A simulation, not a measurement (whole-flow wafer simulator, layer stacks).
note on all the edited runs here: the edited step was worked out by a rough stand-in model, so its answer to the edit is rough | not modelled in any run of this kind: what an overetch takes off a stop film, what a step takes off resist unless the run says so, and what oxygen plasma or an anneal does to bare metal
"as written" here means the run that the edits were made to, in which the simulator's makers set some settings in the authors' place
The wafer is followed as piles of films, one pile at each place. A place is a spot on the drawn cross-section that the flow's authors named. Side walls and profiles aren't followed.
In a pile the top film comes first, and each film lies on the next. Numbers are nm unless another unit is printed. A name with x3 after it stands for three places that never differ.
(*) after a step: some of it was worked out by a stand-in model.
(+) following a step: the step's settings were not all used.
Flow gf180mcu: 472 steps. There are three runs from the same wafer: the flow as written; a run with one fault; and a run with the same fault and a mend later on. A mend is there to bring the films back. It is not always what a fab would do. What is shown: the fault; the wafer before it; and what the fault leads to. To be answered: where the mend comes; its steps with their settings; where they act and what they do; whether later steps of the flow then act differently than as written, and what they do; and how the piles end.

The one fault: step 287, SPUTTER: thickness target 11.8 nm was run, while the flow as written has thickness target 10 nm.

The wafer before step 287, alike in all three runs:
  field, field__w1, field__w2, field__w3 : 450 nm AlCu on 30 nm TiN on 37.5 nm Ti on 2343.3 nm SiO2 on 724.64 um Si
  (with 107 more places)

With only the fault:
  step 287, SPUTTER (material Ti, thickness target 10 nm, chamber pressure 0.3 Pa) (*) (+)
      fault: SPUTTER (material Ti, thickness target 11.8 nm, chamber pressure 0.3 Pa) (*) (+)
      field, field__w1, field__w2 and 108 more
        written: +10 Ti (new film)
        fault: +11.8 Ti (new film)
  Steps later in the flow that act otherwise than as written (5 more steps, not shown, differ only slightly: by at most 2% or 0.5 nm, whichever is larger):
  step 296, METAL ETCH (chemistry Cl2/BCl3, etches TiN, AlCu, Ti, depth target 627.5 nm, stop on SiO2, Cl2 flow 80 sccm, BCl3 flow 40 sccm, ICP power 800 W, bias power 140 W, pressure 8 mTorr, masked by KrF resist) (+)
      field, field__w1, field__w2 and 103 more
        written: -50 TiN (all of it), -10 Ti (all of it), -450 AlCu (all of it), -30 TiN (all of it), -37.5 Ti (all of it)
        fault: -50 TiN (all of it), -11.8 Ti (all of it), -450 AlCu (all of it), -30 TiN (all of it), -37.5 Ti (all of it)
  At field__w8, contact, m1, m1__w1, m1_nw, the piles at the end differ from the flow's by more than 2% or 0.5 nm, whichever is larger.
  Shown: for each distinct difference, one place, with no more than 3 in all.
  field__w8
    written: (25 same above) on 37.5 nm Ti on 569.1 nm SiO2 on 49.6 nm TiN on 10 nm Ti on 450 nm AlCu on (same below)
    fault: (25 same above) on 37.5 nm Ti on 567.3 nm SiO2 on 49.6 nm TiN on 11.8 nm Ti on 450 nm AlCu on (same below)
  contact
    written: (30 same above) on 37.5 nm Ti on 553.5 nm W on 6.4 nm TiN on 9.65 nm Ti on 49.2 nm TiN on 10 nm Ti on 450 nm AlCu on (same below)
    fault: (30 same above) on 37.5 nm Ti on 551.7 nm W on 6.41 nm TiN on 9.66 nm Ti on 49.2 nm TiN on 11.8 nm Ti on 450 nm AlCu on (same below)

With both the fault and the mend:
  After step 287 comes the mend.
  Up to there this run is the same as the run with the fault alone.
  step 287a, METAL ETCH (chemistry Cl2/BCl3, etches TiN, AlCu, Ti, depth target 1.8 nm, Cl2 flow 80 sccm, BCl3 flow 40 sccm, ICP power 800 W, bias power 140 W, pressure 8 mTorr) (the flow's step 260 again, with other settings)
      field, field__w1, field__w2 and 108 more
        -1.8 Ti
  None of the later steps of the flow acts differently than as written at any place that is followed.
  The piles end the same as the flow's at every place that both follow.
